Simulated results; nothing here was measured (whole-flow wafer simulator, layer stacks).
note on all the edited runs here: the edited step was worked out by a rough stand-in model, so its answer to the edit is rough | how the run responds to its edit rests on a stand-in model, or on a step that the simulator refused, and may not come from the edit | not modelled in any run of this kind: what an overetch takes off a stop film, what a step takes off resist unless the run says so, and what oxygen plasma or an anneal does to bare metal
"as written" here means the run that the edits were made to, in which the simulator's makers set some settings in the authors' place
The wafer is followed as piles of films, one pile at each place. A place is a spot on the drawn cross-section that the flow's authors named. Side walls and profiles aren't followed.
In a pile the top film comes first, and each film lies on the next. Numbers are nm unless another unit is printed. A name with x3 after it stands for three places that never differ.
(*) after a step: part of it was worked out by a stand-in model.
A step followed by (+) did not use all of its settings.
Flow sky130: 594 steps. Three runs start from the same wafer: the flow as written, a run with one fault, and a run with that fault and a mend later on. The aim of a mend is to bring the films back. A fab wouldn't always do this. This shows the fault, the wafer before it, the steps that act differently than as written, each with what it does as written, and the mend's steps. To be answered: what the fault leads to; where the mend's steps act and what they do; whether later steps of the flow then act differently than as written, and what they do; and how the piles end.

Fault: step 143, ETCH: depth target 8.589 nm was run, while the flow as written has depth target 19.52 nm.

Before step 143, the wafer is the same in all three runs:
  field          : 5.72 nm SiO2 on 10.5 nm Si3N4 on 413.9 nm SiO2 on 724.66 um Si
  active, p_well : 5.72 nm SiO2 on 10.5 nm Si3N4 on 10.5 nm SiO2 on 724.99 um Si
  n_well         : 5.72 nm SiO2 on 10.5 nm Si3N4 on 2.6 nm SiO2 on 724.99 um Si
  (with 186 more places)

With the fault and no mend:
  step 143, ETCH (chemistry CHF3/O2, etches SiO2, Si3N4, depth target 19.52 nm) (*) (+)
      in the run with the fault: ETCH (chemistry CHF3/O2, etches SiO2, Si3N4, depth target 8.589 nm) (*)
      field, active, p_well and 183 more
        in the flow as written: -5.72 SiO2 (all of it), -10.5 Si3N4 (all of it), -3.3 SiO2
        in the run with the fault: -5.72 SiO2 (all of it), -2.87 Si3N4
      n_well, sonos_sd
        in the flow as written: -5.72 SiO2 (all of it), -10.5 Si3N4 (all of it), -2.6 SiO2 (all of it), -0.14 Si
        in the run with the fault: -5.72 SiO2 (all of it), -2.87 Si3N4
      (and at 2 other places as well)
  Steps further on in the flow that do not act as written (50 more steps, not shown, differ only slightly: by at most 2% or 0.5 nm, whichever is larger):
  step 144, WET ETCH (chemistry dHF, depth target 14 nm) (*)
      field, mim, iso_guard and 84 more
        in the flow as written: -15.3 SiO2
        in the run with the fault: -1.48 Si3N4
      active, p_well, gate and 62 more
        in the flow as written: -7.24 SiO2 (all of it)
        in the run with the fault: -1.48 Si3N4
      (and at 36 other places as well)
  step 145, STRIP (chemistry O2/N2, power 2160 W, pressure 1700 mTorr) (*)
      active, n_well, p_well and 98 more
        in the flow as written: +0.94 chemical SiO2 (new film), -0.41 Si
        in the run with the fault: nothing
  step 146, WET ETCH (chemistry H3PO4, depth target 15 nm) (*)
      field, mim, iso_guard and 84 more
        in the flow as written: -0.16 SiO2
        in the run with the fault: -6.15 Si3N4 (all of it), -0.09 SiO2
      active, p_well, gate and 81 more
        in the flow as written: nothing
        in the run with the fault: -6.15 Si3N4 (all of it)
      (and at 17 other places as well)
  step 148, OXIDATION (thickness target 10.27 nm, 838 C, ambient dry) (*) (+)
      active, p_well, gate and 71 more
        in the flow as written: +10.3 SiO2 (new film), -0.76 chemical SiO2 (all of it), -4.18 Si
        in the run with the fault: +6.52 SiO2, -2.87 Si
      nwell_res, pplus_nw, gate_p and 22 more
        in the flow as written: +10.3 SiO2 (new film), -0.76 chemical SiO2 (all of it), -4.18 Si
        in the run with the fault: +6.54 SiO2, -2.88 Si
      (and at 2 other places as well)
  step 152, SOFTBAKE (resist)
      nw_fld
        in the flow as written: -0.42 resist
        in the run with the fault: +1.42 resist
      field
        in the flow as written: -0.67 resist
        in the run with the fault: -0.04 resist
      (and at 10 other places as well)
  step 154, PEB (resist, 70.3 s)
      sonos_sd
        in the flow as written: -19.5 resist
        in the run with the fault: -20.1 resist
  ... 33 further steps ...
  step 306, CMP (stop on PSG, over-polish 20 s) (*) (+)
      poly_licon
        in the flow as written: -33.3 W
        in the run with the fault: -50.1 W
  At field, gate_hv, m1 and 127 more, the piles at the end differ from the flow's by more than 2% or 0.5 nm, whichever is larger.
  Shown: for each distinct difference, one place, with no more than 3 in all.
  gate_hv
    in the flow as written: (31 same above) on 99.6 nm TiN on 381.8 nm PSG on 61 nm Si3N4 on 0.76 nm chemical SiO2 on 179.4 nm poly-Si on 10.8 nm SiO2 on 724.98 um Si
    in the run with the fault: (31 same above) on 99.6 nm TiN on 375.5 nm PSG on 61 nm Si3N4 on 0.76 nm chemical SiO2 on 179.4 nm poly-Si on 17.1 nm SiO2 on 724.99 um Si
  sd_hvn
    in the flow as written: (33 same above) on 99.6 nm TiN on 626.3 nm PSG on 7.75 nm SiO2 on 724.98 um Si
    in the run with the fault: (33 same above) on 99.6 nm TiN on 620.1 nm PSG on 13.9 nm SiO2 on 724.98 um Si
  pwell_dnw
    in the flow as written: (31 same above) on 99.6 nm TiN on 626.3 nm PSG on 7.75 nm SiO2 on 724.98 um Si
    in the run with the fault: (31 same above) on 99.6 nm TiN on 620.1 nm PSG on 13.9 nm SiO2 on 724.98 um Si

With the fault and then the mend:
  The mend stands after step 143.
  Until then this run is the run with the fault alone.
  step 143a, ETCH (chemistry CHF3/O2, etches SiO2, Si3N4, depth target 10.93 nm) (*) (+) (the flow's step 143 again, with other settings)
      field, active, p_well and 183 more
        -7.63 Si3N4 (all of it), -3.3 SiO2
      n_well, sonos_sd
        -7.63 Si3N4 (all of it), -2.6 SiO2 (all of it), -0.14 Si
      sonos_cell, sonos_cell_x
        -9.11 resist
  Every later step of the flow that is run acts as written, at every place that is followed, to within 2% or 0.5 nm, whichever is larger.
  At every place that both follow, the piles at the end match the flow's.
